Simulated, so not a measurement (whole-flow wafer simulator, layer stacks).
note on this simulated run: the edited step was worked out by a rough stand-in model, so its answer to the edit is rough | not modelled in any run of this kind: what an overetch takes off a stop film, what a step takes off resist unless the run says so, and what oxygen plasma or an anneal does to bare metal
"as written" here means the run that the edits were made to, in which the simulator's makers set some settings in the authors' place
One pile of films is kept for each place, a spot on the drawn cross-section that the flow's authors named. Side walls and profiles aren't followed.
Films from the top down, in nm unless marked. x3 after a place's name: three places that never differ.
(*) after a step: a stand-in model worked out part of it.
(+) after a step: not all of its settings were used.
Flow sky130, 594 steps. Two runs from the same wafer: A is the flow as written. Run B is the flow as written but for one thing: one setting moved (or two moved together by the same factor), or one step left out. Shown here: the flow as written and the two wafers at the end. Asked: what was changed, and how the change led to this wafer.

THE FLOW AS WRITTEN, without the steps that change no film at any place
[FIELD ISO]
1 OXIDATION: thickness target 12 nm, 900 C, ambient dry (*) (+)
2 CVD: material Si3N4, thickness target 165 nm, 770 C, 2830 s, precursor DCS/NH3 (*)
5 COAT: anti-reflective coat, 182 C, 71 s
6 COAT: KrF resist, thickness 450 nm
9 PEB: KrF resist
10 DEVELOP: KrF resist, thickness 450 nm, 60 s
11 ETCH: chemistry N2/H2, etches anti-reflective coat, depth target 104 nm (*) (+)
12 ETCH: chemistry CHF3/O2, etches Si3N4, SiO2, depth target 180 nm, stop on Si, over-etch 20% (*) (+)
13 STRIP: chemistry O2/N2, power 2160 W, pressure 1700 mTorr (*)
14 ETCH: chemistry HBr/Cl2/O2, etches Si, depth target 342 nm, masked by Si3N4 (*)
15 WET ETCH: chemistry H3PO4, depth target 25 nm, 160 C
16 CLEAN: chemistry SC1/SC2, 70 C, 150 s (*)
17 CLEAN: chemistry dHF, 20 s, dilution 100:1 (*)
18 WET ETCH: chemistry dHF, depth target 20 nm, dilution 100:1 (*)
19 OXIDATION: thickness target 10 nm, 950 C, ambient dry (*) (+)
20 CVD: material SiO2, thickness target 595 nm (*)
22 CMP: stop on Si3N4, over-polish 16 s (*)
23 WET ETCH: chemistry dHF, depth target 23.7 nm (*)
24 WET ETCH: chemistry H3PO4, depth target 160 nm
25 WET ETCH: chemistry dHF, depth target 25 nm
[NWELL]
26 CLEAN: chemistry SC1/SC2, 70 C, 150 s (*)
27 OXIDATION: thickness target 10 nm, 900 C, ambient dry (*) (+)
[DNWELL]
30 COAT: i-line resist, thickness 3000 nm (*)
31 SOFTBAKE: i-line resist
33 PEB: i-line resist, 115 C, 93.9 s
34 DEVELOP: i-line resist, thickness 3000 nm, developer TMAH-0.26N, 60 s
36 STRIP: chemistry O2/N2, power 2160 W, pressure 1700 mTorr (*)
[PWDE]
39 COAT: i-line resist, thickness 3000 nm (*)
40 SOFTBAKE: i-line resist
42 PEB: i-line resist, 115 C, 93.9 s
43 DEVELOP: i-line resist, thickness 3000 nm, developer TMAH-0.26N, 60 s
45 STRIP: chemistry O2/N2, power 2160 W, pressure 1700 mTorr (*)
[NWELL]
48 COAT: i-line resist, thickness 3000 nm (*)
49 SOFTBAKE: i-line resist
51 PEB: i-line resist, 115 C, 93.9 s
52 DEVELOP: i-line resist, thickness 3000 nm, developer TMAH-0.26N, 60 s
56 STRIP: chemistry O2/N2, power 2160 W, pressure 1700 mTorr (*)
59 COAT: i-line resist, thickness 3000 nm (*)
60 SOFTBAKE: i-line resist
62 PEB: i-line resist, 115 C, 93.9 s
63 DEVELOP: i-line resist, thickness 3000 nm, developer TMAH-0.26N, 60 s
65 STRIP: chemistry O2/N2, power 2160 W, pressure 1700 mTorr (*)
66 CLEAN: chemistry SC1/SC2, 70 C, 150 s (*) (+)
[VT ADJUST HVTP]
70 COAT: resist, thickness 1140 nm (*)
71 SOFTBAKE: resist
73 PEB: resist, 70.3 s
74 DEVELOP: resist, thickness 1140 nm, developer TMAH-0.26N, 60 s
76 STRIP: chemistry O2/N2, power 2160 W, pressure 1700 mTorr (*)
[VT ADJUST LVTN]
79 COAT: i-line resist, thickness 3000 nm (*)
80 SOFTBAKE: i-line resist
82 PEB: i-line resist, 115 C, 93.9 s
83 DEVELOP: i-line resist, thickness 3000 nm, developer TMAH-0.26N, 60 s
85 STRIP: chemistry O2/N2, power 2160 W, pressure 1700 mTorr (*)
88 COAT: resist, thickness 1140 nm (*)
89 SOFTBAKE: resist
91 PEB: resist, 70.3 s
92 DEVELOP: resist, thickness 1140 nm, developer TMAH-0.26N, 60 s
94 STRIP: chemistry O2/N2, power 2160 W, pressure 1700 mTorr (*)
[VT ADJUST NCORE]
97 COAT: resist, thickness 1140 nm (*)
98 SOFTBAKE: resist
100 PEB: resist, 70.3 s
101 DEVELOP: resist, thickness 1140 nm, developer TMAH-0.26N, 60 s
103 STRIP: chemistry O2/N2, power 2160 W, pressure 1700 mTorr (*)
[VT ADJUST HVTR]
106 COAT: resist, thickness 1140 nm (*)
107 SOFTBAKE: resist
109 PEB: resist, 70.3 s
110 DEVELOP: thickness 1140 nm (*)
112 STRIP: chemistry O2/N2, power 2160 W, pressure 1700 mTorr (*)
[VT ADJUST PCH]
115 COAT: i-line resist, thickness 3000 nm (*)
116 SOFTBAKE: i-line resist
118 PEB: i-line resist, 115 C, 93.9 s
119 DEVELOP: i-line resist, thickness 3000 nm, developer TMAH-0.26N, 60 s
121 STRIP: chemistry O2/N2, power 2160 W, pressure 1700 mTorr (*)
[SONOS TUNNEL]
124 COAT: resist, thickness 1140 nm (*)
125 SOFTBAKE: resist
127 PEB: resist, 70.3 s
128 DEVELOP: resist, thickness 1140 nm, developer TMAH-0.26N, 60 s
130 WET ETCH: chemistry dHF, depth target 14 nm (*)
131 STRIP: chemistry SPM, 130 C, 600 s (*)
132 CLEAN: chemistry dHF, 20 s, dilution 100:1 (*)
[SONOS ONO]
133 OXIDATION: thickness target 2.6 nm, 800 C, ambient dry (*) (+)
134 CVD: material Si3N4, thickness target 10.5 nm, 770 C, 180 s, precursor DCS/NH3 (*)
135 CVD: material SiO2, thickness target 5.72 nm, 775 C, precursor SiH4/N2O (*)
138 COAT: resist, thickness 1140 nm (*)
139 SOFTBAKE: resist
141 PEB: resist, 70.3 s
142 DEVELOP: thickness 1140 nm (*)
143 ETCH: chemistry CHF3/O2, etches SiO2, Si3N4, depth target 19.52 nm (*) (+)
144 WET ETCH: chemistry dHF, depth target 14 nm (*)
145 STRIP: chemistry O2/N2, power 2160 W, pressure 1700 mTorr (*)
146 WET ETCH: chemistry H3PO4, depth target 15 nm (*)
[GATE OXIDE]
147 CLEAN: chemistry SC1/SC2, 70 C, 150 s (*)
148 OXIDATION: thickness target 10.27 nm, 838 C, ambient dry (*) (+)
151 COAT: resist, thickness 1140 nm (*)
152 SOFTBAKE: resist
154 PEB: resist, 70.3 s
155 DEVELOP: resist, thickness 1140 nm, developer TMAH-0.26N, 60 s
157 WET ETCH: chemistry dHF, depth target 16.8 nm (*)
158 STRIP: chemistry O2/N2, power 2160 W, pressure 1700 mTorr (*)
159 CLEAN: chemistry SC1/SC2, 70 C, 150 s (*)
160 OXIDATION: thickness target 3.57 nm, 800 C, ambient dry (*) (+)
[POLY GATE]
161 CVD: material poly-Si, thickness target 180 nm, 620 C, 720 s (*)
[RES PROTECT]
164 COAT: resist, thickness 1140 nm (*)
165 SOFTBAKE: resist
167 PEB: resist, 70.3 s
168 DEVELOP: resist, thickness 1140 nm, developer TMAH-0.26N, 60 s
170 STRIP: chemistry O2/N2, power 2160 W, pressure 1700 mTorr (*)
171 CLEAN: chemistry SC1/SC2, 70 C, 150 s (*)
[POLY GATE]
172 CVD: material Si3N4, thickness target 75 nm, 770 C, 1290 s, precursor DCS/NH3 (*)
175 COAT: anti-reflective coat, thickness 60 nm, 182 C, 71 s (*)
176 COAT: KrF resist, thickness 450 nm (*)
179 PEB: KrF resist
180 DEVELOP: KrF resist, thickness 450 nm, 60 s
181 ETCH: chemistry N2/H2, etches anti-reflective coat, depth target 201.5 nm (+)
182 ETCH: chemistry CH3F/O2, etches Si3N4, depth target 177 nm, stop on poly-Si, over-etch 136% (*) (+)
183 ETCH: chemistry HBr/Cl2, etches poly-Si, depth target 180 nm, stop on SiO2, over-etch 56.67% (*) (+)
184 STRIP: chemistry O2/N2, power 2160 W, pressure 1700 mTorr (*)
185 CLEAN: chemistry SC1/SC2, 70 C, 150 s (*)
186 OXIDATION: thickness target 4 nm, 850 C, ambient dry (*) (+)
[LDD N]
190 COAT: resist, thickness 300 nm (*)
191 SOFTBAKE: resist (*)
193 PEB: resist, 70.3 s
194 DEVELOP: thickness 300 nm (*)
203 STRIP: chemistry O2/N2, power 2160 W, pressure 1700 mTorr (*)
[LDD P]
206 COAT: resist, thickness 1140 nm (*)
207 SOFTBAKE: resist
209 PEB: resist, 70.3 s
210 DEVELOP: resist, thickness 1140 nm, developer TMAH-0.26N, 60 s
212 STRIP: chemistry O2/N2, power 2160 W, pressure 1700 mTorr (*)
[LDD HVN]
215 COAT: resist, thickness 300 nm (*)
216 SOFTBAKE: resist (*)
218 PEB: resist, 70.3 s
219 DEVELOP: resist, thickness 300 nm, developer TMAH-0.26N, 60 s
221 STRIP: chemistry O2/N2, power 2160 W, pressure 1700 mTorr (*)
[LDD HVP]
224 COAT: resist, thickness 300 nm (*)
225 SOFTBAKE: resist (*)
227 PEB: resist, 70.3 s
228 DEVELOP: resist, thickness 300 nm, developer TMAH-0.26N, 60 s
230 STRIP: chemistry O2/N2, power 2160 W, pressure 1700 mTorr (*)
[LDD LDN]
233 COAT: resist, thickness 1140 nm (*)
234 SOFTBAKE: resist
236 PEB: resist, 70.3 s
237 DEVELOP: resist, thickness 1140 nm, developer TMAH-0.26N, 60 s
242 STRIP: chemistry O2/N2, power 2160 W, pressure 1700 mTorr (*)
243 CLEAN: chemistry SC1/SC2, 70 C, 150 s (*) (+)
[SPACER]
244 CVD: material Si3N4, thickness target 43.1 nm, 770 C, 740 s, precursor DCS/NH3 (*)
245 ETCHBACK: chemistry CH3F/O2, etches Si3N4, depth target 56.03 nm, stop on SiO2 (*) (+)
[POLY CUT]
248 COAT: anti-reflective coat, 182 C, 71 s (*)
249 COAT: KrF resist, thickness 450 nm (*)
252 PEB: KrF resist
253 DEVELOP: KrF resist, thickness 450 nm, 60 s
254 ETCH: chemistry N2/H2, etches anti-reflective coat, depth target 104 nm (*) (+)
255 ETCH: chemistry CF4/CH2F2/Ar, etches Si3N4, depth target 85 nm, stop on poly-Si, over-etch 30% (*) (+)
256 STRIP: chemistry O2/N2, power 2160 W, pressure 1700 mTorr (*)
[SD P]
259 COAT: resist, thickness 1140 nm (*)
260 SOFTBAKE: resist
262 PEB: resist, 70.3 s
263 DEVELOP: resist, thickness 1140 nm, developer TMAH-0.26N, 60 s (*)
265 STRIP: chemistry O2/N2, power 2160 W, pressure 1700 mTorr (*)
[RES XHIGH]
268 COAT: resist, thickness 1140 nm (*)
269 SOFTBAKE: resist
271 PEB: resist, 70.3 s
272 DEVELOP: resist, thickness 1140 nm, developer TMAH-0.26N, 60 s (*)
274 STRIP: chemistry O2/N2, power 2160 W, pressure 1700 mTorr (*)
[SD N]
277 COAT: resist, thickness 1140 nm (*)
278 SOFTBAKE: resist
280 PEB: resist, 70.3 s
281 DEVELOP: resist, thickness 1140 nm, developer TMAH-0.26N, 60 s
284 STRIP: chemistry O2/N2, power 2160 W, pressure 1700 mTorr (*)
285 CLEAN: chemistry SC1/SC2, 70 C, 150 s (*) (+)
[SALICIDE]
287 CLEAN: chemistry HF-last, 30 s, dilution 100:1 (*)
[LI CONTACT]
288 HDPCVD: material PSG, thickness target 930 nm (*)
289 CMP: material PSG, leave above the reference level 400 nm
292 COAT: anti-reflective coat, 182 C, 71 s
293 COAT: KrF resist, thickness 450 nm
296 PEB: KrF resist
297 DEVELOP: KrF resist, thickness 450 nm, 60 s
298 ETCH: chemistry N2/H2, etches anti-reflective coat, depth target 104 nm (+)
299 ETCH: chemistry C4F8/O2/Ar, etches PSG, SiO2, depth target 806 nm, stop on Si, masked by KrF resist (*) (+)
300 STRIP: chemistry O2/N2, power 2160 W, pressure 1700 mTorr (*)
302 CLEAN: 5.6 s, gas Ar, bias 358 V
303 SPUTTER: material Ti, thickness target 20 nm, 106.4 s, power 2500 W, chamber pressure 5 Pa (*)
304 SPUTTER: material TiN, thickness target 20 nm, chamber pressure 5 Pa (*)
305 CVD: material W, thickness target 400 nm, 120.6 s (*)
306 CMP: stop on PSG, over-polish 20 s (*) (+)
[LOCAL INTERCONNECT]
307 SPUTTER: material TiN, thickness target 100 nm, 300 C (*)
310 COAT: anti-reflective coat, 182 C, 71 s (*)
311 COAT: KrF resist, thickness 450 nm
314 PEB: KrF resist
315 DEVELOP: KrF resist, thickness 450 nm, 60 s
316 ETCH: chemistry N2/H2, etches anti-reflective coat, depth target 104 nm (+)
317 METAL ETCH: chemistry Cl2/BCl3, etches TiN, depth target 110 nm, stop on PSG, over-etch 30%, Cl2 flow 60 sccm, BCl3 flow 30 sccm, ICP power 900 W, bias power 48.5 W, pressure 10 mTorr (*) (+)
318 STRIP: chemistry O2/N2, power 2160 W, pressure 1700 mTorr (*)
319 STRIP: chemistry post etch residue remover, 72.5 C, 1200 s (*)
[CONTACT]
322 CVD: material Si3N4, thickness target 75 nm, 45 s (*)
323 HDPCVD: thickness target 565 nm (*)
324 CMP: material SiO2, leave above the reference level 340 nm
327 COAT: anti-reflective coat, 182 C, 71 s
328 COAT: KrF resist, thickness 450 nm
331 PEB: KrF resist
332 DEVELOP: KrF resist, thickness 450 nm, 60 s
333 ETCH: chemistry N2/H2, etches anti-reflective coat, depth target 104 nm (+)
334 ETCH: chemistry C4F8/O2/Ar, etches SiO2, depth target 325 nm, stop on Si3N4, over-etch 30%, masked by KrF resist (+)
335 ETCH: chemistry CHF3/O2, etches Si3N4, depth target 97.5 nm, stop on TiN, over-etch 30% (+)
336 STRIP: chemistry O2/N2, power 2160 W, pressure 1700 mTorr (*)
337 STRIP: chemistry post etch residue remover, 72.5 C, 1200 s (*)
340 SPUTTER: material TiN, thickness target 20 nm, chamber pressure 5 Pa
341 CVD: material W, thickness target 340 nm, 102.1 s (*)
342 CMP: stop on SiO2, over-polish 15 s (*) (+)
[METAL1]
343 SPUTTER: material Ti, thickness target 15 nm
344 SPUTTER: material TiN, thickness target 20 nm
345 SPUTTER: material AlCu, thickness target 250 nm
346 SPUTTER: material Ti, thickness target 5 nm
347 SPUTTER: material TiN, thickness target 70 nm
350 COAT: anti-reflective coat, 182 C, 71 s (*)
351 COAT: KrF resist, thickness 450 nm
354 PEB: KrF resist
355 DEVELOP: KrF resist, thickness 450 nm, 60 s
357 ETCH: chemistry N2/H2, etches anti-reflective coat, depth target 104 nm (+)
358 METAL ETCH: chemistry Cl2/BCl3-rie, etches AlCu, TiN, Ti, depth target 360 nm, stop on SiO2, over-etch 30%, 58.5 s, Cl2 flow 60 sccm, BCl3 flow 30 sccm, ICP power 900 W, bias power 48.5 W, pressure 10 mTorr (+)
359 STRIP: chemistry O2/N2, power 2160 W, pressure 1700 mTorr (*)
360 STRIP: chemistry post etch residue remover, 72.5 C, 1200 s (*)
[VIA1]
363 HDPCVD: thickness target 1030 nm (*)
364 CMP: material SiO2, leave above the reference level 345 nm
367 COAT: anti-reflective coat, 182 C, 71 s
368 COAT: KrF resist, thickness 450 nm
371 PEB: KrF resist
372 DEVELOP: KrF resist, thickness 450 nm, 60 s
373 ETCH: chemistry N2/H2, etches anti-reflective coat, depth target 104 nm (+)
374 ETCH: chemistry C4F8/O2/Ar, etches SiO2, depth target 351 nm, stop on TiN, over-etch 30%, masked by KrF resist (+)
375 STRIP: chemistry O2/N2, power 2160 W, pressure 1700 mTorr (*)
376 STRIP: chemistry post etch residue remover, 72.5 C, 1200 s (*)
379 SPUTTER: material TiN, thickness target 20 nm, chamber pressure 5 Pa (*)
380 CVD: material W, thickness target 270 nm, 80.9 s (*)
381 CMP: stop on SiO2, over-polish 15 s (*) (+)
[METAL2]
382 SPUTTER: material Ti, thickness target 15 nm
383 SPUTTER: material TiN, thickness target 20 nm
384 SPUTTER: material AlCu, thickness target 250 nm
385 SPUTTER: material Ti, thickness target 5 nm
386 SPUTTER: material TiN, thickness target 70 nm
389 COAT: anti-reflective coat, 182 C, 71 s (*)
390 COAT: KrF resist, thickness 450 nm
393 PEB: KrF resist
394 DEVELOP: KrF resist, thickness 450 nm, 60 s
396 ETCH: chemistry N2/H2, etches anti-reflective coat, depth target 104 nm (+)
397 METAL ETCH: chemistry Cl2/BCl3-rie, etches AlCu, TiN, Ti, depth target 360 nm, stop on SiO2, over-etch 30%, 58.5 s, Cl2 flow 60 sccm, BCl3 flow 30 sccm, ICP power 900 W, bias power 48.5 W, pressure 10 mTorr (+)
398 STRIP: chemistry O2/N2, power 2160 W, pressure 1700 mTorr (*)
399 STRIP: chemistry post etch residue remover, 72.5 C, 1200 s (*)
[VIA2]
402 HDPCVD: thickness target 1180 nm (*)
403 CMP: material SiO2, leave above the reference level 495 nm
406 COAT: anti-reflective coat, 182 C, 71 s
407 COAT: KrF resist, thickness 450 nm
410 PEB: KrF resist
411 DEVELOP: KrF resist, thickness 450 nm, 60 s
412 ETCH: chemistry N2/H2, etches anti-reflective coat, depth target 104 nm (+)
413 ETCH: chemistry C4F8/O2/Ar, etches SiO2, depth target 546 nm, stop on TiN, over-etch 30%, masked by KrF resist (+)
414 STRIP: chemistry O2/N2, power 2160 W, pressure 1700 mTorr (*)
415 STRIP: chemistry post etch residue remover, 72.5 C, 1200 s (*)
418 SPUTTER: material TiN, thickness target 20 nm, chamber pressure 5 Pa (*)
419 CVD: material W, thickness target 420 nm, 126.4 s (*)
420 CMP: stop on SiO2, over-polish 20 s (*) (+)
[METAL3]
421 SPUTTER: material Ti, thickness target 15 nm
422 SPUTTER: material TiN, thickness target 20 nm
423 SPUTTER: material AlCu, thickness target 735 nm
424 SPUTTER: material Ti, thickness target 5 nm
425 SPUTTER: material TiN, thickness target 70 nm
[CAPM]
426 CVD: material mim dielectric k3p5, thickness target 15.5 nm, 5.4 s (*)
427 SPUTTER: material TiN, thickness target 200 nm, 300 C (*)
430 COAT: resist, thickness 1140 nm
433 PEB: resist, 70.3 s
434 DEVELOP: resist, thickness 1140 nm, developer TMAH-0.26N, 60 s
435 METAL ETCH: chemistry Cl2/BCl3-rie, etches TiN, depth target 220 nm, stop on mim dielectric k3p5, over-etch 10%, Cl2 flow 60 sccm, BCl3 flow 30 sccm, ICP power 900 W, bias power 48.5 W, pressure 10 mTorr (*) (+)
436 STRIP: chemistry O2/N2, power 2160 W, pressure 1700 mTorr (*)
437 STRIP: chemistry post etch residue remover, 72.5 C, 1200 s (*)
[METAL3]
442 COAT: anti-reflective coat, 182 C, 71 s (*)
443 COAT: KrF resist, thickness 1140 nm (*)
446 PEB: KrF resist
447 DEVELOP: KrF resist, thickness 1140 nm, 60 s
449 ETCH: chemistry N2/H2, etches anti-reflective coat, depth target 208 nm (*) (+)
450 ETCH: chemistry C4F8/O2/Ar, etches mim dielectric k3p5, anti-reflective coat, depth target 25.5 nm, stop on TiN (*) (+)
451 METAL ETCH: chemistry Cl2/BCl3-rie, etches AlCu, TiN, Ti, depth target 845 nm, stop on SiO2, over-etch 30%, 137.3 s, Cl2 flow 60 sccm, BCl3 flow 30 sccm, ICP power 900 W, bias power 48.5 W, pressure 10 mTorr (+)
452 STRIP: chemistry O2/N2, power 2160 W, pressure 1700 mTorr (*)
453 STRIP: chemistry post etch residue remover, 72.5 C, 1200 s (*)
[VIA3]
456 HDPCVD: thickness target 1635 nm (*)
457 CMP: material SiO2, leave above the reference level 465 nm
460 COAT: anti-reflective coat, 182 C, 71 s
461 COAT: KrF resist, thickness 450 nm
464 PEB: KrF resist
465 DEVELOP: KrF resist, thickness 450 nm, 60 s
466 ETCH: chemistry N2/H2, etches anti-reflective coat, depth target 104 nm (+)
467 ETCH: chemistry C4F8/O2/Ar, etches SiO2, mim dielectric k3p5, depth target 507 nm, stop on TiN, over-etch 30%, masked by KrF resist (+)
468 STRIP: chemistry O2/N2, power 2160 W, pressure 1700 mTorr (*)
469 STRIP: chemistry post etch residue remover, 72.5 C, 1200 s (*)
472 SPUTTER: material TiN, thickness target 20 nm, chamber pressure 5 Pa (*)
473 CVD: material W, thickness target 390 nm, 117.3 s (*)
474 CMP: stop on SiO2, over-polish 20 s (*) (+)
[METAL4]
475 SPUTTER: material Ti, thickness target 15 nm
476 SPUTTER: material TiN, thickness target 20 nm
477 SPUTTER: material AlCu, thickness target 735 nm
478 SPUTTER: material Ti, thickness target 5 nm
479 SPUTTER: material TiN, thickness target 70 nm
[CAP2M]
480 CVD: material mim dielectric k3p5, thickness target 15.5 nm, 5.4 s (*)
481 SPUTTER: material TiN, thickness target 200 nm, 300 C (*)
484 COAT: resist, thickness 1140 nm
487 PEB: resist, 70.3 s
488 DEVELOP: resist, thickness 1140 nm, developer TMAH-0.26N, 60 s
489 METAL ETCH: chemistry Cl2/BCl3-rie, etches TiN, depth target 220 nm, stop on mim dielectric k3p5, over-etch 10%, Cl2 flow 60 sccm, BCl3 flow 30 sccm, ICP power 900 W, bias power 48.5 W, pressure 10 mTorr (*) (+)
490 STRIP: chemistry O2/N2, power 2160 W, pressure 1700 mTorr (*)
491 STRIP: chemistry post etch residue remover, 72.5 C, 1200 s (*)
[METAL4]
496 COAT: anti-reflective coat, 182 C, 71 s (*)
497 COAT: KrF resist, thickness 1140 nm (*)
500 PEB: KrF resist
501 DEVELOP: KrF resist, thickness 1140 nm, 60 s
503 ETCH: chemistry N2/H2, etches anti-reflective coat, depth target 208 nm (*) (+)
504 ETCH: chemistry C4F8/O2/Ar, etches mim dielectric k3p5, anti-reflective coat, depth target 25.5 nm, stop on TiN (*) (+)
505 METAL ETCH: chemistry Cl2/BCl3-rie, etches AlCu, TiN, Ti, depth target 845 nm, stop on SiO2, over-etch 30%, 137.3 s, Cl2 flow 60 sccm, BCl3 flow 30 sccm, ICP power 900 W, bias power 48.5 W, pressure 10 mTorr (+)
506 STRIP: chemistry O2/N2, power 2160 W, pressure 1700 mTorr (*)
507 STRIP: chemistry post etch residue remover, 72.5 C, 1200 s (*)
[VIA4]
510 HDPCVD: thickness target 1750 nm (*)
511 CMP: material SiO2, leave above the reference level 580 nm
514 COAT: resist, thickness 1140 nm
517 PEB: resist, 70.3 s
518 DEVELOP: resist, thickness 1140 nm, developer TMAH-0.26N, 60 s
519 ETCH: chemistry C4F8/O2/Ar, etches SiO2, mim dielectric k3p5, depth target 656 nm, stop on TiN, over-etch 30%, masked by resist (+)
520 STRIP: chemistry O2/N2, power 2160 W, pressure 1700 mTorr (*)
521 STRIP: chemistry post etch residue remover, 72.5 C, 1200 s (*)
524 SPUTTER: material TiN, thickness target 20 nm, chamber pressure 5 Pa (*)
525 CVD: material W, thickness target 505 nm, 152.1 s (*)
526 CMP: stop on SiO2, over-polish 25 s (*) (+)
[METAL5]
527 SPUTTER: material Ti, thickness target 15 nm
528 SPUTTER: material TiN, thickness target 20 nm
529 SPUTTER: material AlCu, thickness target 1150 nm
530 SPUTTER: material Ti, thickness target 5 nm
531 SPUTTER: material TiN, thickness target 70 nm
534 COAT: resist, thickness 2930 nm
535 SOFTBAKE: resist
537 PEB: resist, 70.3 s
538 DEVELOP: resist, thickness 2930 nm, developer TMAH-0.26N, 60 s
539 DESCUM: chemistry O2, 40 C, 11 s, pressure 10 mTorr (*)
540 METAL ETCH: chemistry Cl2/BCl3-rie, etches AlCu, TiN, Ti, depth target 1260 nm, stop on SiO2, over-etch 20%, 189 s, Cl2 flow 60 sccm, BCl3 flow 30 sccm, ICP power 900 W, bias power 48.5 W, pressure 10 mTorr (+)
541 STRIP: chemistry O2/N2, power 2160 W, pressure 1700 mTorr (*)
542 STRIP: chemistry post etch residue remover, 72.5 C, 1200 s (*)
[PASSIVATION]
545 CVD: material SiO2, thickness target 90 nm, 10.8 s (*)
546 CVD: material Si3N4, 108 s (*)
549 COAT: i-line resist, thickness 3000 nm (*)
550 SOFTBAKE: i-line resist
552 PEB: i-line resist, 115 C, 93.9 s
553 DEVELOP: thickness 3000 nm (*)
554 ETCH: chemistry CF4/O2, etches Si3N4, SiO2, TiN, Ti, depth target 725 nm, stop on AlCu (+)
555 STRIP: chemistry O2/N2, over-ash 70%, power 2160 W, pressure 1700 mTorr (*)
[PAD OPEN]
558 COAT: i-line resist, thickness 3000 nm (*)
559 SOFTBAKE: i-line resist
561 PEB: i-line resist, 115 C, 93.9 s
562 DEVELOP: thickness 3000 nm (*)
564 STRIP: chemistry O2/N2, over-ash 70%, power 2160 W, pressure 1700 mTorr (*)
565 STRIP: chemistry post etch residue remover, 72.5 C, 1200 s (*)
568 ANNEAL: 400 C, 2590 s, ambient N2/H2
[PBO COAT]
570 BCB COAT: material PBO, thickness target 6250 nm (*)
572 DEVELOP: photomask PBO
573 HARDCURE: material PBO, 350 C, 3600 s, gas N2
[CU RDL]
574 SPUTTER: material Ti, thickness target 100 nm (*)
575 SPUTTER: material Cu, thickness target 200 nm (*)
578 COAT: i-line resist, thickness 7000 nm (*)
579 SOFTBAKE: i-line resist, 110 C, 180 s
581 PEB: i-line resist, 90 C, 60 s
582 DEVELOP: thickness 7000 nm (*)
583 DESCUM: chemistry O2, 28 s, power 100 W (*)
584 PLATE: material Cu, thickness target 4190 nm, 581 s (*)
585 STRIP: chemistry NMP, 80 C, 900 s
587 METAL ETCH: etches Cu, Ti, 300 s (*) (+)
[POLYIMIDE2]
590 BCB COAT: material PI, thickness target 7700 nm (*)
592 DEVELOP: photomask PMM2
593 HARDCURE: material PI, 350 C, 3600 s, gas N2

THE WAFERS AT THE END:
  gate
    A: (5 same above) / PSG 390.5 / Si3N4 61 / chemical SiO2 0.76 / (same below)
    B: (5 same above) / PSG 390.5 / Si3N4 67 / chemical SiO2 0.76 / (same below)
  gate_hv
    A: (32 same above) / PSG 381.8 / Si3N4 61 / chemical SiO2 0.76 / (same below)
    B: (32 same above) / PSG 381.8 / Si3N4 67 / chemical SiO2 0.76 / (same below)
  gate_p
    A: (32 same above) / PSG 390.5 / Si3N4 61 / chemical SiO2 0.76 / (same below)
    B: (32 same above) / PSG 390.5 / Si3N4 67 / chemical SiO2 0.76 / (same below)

The cause: step 244, CVD: thickness target 49.1 nm was run, where the flow has thickness target 43.1 nm; step 244, CVD: 844 s was run, where the flow has 740 s.

How the change led to this, step by step:
  244 CVD: material Si3N4, thickness target 43.1 nm, 770 C, 740 s, precursor DCS/NH3 (*)
      field, active, p_well and 101 more: A Si3N4 +43.1 (new film) | B Si3N4 +49.1 (new film)
      n_well, gate, gate_hv and 74 more: A Si3N4 +43.1 | B Si3N4 +49.1
  245 ETCHBACK: chemistry CH3F/O2, etches Si3N4, depth target 56.03 nm, stop on SiO2 (*) (+)
      field, active, p_well and 101 more: A Si3N4 -43.1 (all of it), SiO2 -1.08 | B Si3N4 -49.1 (all of it), SiO2 -0.58
  248 COAT: anti-reflective coat, 182 C, 71 s (*)
      gate_hv: A anti-reflective coat +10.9 (new film) | B anti-reflective coat +9.56 (new film)
      m1: A anti-reflective coat +16.3 (new film) | B anti-reflective coat +14.9 (new film)
      (and at 47 more places)
  249 COAT: KrF resist, thickness 450 nm (*)
      sonos_cell_x: A KrF resist +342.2 (new film) | B KrF resist +334.9 (new film)
  254 ETCH: chemistry N2/H2, etches anti-reflective coat, depth target 104 nm (*) (+)
      rxpo_ln: A anti-reflective coat -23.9 (all of it), Si3N4 -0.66 | B anti-reflective coat -25.8 (all of it), Si3N4 -0.63
  255 ETCH: chemistry CF4/CH2F2/Ar, etches Si3N4, depth target 85 nm, stop on poly-Si, over-etch 30% (*) (+)
      field, active, n_well and 180 more: A KrF resist -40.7 | B KrF resist -42.5
      rpo_wd, rxpo_wd: A Si3N4 -61.6 (all of it), chemical SiO2 -0.75 (all of it) | B Si3N4 -67.6 (all of it), chemical SiO2 -0.75 (all of it)
      (and at 5 more places)
  256 STRIP: chemistry O2/N2, power 2160 W, pressure 1700 mTorr (*)
      n_well: A KrF resist -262 (all of it), anti-reflective coat -3 (all of it) | B KrF resist -255.5 (all of it), anti-reflective coat -3 (all of it)
      gate_hv: A KrF resist -314.7 (all of it), anti-reflective coat -10.9 (all of it) | B KrF resist -310.3 (all of it), anti-reflective coat -9.56 (all of it)
      (and at 50 more places)
  260 SOFTBAKE: resist
      gate_pwde_dnw: A resist -15.5 | B resist -16.1
      poly_endcap: A resist -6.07 | B resist -7.05
      (and at 3 more places)
  269 SOFTBAKE: resist
      gate_pwde_dnw: A resist -15.5 | B resist -16.1
      poly_endcap: A resist -6.07 | B resist -7.05
      (and at 3 more places)
  278 SOFTBAKE: resist
      gate_pwde_dnw: A resist -15.5 | B resist -16.1
      poly_endcap: A resist -6.07 | B resist -7.05
      (and at 3 more places)
  306 CMP: stop on PSG, over-polish 20 s (*) (+)
      poly_licon: A W -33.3 | B W -27.3
